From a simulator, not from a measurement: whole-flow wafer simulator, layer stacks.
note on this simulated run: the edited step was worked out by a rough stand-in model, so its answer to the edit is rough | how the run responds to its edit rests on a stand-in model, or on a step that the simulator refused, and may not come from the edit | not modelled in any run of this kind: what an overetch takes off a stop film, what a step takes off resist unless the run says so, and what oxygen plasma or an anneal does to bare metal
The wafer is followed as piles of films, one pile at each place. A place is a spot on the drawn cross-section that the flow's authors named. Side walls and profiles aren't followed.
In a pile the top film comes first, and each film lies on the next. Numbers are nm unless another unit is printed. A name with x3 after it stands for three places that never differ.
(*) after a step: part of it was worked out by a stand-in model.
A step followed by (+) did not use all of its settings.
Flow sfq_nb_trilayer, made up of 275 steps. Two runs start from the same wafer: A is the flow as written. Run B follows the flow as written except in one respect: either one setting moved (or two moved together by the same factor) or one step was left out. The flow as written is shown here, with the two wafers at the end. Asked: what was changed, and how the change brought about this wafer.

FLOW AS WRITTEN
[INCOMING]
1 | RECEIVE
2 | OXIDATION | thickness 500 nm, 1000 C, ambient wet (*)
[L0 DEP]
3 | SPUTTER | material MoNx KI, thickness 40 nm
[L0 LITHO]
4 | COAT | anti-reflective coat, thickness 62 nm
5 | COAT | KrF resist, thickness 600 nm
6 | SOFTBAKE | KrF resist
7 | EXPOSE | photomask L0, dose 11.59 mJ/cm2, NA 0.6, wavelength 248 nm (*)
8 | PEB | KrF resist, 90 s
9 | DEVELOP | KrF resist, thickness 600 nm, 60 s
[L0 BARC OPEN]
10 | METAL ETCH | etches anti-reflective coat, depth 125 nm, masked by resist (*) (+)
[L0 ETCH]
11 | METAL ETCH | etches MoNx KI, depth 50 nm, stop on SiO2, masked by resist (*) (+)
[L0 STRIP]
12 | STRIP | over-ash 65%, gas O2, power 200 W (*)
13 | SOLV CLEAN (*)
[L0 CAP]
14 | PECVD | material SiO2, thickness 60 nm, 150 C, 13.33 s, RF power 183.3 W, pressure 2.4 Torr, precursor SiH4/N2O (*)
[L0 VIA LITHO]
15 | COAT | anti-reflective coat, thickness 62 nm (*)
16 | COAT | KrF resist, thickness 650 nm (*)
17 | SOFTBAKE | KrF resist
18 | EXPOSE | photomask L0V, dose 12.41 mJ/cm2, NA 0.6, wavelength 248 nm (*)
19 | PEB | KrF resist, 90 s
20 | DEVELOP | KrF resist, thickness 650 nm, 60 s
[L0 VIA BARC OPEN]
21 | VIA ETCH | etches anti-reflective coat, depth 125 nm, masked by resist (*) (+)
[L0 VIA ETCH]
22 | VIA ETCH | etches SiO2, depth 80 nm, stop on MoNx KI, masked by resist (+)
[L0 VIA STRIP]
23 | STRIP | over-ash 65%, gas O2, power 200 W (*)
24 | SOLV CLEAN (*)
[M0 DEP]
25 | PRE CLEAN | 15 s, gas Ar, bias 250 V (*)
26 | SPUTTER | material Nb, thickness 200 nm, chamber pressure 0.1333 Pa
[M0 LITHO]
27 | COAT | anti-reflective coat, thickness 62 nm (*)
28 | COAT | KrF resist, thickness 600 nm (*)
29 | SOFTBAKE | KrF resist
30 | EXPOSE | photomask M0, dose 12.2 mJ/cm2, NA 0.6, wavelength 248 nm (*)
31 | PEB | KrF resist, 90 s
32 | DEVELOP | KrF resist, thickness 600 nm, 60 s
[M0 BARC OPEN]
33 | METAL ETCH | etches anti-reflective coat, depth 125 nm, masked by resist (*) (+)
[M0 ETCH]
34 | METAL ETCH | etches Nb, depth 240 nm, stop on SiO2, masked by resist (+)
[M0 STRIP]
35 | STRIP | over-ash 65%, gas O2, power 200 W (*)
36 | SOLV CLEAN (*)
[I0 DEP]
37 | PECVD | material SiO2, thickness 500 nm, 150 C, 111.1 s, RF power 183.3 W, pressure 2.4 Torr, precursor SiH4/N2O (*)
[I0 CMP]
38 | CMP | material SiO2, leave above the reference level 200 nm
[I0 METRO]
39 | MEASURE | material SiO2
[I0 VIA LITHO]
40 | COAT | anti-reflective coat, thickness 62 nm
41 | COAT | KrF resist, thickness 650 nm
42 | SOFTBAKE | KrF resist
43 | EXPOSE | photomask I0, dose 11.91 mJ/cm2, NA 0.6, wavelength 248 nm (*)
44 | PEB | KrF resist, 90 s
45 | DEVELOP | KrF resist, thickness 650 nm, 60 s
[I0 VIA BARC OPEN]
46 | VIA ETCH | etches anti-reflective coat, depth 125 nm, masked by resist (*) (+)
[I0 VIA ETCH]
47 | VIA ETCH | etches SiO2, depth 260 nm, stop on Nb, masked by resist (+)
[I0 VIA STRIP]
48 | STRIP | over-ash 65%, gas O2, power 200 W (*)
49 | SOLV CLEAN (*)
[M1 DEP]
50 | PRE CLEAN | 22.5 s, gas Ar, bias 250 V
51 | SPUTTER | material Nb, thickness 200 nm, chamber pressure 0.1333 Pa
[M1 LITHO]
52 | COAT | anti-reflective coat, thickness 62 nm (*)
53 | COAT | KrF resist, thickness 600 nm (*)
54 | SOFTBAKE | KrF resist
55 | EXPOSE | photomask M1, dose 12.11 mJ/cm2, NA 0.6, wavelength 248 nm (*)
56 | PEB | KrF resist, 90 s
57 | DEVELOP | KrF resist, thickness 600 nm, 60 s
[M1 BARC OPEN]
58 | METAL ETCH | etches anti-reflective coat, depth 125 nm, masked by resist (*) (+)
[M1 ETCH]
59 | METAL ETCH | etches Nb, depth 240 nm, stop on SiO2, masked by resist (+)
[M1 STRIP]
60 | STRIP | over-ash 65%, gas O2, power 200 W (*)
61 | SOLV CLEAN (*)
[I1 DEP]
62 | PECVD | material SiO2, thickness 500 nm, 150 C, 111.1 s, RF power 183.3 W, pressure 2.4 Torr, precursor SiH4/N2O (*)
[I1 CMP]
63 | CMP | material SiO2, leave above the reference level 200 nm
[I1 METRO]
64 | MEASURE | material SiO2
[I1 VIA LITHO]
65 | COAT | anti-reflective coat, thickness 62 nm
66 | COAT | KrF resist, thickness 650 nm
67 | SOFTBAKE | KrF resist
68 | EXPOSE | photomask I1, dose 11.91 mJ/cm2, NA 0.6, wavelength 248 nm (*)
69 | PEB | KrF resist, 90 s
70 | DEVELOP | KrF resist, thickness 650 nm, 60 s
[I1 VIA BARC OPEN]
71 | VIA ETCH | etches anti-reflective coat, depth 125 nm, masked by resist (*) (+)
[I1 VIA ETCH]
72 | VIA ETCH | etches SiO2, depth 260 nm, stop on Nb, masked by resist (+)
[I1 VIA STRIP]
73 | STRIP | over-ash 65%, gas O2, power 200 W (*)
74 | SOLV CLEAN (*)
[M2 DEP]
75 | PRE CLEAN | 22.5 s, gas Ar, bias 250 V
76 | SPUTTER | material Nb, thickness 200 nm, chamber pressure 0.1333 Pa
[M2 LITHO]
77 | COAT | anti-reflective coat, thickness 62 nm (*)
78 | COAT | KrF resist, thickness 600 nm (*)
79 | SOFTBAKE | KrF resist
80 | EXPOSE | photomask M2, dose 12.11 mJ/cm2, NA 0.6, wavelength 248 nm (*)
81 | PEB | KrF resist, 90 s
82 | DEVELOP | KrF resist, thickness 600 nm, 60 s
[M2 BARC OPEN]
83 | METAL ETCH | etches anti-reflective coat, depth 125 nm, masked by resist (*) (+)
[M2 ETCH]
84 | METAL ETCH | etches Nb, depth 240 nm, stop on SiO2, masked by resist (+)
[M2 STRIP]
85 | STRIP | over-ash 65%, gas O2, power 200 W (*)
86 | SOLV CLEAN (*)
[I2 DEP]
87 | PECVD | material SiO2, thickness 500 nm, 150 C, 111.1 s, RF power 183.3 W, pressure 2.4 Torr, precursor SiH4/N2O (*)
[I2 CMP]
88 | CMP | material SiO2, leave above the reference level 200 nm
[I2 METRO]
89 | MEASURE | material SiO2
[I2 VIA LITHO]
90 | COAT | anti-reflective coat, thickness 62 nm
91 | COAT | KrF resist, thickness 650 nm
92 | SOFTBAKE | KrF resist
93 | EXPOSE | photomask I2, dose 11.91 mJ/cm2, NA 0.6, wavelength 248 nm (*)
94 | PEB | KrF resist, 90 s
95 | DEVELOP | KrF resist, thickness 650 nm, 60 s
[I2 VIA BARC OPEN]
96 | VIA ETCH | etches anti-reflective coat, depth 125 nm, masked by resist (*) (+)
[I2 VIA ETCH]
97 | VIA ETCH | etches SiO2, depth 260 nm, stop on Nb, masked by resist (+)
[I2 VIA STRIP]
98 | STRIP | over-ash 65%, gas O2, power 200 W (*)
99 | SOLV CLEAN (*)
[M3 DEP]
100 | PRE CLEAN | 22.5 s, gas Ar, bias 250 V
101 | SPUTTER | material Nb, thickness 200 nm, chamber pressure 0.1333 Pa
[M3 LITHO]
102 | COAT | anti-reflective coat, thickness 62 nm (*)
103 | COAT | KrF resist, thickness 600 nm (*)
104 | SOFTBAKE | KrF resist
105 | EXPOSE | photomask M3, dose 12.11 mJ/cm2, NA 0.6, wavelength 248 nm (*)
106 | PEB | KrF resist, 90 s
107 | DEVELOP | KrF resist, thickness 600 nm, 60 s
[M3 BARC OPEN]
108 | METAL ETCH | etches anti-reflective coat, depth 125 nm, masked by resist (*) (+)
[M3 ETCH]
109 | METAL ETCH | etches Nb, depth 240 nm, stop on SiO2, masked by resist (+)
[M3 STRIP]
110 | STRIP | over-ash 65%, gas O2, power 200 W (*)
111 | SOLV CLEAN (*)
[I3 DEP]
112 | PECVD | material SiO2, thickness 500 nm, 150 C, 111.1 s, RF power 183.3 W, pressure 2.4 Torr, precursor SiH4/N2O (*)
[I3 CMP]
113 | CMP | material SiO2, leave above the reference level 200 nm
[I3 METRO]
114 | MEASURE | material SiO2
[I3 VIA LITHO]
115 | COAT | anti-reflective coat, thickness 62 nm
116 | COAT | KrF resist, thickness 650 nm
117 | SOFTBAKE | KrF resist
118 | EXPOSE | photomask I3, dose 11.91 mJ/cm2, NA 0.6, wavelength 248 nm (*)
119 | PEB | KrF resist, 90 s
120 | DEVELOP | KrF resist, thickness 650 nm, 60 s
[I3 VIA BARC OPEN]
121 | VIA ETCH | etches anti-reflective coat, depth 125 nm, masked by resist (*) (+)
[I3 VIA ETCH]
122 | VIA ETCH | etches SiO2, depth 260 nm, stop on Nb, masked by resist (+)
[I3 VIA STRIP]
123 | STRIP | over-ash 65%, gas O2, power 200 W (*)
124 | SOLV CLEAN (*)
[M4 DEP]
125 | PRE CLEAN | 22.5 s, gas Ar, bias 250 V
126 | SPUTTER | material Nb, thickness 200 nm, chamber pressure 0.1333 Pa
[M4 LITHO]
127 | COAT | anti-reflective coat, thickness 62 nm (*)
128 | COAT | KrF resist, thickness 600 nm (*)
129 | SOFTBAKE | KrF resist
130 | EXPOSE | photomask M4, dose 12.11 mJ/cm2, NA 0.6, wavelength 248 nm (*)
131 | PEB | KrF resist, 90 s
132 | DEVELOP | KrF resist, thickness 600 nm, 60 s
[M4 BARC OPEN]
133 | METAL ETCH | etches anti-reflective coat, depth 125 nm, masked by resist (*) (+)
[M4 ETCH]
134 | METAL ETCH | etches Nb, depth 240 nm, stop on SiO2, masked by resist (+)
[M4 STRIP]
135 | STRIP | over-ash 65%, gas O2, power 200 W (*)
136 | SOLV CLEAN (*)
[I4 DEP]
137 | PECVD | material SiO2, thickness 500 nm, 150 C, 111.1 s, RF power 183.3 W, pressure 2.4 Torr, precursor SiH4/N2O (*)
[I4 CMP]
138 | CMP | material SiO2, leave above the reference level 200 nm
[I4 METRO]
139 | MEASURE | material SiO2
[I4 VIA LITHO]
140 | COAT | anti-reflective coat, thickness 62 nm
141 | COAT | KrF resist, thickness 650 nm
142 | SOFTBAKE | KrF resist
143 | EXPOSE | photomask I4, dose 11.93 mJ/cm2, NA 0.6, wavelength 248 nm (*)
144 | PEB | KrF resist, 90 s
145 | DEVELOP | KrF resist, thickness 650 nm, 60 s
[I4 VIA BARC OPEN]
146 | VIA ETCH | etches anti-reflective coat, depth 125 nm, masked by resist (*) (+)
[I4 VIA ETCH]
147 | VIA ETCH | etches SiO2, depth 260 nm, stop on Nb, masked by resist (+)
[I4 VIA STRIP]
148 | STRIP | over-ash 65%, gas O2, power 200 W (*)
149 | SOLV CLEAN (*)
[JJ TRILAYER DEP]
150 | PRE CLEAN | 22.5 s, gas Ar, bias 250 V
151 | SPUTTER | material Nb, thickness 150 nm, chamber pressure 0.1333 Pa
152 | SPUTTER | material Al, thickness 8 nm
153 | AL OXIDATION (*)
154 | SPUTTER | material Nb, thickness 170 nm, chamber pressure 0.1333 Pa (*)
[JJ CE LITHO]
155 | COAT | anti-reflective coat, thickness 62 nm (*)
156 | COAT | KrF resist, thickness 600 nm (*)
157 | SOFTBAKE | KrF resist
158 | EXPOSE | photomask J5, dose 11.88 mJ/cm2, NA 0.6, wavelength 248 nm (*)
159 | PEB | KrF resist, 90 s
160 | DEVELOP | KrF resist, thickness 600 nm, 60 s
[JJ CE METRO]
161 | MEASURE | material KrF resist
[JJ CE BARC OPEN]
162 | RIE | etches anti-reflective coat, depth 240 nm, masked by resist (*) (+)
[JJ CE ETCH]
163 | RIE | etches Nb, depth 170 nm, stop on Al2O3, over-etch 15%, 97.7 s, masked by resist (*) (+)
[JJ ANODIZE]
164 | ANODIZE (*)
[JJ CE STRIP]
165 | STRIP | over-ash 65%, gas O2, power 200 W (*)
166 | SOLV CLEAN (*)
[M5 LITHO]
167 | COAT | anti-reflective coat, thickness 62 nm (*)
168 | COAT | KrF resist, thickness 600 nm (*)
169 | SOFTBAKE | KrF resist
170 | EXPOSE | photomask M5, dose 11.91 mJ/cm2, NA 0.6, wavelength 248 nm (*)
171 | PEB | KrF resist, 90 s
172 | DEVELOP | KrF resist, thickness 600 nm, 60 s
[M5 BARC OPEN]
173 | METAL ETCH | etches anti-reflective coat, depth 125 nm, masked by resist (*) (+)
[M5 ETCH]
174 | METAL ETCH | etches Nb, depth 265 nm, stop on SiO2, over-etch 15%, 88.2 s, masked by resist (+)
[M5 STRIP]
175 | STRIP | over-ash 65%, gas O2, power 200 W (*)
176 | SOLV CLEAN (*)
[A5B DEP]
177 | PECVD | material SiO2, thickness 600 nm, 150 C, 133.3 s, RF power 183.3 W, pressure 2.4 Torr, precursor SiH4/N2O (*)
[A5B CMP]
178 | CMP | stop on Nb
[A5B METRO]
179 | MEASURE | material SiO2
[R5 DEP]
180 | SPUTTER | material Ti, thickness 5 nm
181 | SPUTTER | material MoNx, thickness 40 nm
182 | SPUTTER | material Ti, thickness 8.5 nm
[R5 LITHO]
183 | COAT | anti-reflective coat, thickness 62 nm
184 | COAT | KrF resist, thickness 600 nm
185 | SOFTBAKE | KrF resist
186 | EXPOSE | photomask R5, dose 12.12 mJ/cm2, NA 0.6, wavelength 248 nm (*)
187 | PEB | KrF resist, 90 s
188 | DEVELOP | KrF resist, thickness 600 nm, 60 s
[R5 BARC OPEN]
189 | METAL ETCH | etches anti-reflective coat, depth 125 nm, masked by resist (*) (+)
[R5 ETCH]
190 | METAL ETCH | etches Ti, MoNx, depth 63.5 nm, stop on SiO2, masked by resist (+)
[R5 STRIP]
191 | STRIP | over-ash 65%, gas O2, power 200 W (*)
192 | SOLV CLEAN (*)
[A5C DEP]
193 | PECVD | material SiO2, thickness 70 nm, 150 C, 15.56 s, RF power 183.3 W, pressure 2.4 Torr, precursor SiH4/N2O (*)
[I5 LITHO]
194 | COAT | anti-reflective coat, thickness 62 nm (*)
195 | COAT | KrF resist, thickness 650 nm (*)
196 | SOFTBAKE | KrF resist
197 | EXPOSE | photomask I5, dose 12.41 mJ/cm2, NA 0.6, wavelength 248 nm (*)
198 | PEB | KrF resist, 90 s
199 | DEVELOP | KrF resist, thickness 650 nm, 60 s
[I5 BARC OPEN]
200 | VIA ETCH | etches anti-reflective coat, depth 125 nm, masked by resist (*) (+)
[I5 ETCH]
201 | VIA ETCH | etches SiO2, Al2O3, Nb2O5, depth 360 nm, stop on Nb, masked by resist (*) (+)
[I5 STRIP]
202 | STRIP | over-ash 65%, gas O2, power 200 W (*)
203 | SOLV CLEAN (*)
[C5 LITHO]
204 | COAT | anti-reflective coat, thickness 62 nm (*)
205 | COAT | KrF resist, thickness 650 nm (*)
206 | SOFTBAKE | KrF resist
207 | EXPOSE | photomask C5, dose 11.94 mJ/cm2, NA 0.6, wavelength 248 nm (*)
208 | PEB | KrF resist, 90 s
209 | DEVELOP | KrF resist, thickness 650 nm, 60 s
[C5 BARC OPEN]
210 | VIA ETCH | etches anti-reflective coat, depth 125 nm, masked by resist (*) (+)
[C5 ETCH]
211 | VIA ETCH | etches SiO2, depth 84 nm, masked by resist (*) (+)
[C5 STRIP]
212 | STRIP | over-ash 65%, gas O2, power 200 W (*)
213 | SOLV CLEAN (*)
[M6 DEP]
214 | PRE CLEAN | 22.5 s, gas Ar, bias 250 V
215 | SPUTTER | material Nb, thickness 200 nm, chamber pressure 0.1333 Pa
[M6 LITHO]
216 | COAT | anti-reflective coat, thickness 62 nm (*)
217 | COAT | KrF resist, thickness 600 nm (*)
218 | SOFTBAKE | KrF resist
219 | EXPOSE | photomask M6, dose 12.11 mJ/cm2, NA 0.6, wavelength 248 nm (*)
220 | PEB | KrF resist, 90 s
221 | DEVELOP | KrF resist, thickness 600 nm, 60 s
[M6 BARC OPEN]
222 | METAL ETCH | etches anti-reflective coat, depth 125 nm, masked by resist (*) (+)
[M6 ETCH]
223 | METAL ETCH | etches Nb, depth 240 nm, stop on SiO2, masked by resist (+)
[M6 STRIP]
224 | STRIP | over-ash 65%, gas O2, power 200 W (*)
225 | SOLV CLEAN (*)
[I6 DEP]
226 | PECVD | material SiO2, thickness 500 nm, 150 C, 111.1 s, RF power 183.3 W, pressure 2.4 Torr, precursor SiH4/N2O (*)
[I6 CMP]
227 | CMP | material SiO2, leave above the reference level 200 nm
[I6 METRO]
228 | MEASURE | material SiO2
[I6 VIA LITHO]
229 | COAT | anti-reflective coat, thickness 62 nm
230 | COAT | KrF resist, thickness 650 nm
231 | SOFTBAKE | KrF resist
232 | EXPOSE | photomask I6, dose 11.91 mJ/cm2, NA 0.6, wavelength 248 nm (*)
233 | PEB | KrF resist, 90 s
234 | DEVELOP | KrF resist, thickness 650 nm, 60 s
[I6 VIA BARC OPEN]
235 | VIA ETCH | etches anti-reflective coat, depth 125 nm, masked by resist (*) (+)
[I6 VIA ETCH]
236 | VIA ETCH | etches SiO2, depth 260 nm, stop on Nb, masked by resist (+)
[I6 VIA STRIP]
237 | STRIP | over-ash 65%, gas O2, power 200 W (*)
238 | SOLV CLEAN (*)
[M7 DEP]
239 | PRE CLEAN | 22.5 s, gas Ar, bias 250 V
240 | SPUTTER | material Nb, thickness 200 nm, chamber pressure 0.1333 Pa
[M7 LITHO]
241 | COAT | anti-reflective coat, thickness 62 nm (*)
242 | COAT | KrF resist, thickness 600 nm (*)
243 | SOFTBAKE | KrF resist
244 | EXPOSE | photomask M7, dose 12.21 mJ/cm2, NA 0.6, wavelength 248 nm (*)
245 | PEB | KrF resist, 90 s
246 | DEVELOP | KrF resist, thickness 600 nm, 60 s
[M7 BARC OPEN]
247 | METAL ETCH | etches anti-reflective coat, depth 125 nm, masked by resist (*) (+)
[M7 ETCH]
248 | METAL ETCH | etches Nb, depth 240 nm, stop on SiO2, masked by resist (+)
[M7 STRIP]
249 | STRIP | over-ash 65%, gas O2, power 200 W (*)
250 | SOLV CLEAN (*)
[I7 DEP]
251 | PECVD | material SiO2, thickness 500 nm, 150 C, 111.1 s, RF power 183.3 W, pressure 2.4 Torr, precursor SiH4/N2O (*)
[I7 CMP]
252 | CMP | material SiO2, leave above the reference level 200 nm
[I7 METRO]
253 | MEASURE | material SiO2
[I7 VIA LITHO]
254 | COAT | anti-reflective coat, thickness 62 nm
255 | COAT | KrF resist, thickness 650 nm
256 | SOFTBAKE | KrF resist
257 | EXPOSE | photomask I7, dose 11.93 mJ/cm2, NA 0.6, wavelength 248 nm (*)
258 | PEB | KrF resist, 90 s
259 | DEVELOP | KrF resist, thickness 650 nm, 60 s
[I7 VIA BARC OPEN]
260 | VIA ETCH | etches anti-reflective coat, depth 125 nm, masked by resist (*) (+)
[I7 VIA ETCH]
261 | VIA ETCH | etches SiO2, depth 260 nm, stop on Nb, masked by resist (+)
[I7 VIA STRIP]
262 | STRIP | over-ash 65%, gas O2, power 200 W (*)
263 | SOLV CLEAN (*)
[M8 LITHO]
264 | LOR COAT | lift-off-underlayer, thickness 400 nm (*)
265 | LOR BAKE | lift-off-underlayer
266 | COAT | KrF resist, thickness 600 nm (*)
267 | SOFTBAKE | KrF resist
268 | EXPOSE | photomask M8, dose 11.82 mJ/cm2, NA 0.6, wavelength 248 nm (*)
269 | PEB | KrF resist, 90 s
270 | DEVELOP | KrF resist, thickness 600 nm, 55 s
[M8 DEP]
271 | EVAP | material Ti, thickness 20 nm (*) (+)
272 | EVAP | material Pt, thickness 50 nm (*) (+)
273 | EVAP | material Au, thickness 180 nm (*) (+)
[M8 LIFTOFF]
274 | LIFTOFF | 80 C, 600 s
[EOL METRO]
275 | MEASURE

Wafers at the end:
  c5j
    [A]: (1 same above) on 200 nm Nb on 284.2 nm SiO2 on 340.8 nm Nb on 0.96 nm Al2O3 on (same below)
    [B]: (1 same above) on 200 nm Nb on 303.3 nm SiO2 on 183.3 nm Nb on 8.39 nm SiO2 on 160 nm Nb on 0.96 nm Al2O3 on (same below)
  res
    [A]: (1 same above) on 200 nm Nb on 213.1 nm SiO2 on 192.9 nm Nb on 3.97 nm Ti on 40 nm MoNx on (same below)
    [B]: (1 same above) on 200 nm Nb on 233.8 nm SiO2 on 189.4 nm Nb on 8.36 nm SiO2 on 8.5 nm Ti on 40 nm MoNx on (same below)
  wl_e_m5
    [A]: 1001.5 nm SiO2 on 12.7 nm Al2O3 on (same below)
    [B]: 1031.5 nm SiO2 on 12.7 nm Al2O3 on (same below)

What caused this: step 193, PECVD: thickness 100 nm was run, while the flow as written has thickness 70 nm; step 193, PECVD: 22.24 s was run, where the flow has 15.56 s.

How this came from the change, step by step:
  193 | PECVD | material SiO2, thickness 70 nm, 150 C, 15.56 s, RF power 183.3 W, pressure 2.4 Torr, precursor SiH4/N2O (*)
      field_l, v_sur, via_wl and 92 more: A SiO2 gains 70 | B SiO2 gains 100
      ce_l, c5j, ce_r and 8 more: A SiO2 gains 70 (new film) | B SiO2 gains 100 (new film)
  201 | VIA ETCH | etches SiO2, Al2O3, Nb2O5, depth 360 nm, stop on Nb, masked by resist (*) (+)
      be: A SiO2 loses 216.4 (all of it), Al2O3 loses 12.7 (all of it), Nb2O5 loses 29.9 (all of it) | B SiO2 loses 246.4 (all of it), Al2O3 loses 12.7 (all of it), Nb2O5 loses 29.9 (all of it)
  204 | COAT | anti-reflective coat, thickness 62 nm (*)
      be: A anti-reflective coat gains 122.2 (new film) | B anti-reflective coat gains 126.6 (new film)
      be_sur: A anti-reflective coat gains 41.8 (new film) | B anti-reflective coat gains 40.8 (new film)
  205 | COAT | KrF resist, thickness 650 nm (*)
      be: A KrF resist gains 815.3 (new film) | B KrF resist gains 836.8 (new film)
  211 | VIA ETCH | etches SiO2, depth 84 nm, masked by resist (*) (+)
      c5j: A SiO2 loses 69.9 (all of it), Nb loses 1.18 | B SiO2 loses 84
      res: A SiO2 loses 69.9 (all of it) | B SiO2 loses 84
  212 | STRIP | over-ash 65%, gas O2, power 200 W (*)
      be: A KrF resist loses 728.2 (all of it), anti-reflective coat loses 122.2 (all of it) | B KrF resist loses 749.7 (all of it), anti-reflective coat loses 126.6 (all of it)
      be_sur: A KrF resist loses 559.6 (all of it), anti-reflective coat loses 41.8 (all of it) | B KrF resist loses 557.8 (all of it), anti-reflective coat loses 40.8 (all of it)
  214 | PRE CLEAN | 22.5 s, gas Ar, bias 250 V
      c5j: A Nb loses 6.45 | B SiO2 loses 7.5
      res: A Ti loses 4.53 | B SiO2 loses 7.5
  215 | SPUTTER | material Nb, thickness 200 nm, chamber pressure 0.1333 Pa
      c5j: A Nb gains 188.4 | B Nb gains 183.3 (new film)
      be: A Nb gains 147.3 | B Nb gains 140.7
  216 | COAT | anti-reflective coat, thickness 62 nm (*)
      wire: A anti-reflective coat gains 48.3 (new film) | B anti-reflective coat gains 47.3 (new film)
      be: A anti-reflective coat gains 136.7 (new film) | B anti-reflective coat gains 141.9 (new film)
      (as well as at 6 more places)
  217 | COAT | KrF resist, thickness 600 nm (*)
      be: A KrF resist gains 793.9 (new film) | B KrF resist gains 826.8 (new film)
  224 | STRIP | over-ash 65%, gas O2, power 200 W (*)
      wire: A KrF resist loses 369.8 (all of it), anti-reflective coat loses 48.3 (all of it) | B KrF resist loses 371.4 (all of it), anti-reflective coat loses 47.3 (all of it)
      be: A KrF resist loses 575.8 (all of it), anti-reflective coat loses 136.7 (all of it) | B KrF resist loses 608.6 (all of it), anti-reflective coat loses 141.9 (all of it)
      (as well as at 6 more places)
  226 | PECVD | material SiO2, thickness 500 nm, 150 C, 111.1 s, RF power 183.3 W, pressure 2.4 Torr, precursor SiH4/N2O (*)
      be: A SiO2 gains 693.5 (new film) | B SiO2 gains 730.2 (new film)
      c5j: A SiO2 gains 514.7 (new film) | B SiO2 gains 533.8 (new film)
  227 | CMP | material SiO2, leave above the reference level 200 nm
      res: A SiO2 loses 279.4 | B SiO2 loses 258.7
If metal films that touch count as one body, c5j has 5 bodies (between them, from the top down: SiO2 303.3; SiO2 8.39; Al2O3 0.96; SiO2 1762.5); the flow as written gives 4 bodies (between them, from the top down: SiO2 284.2; Al2O3 0.96; SiO2 1762.5).
If metal films that touch count as one body, res has 4 bodies (between them, from the top down: SiO2 233.8; SiO2 8.36; SiO2 2090.9); the flow as written gives 3 bodies (between them, from the top down: SiO2 213.1; SiO2 2090.9).
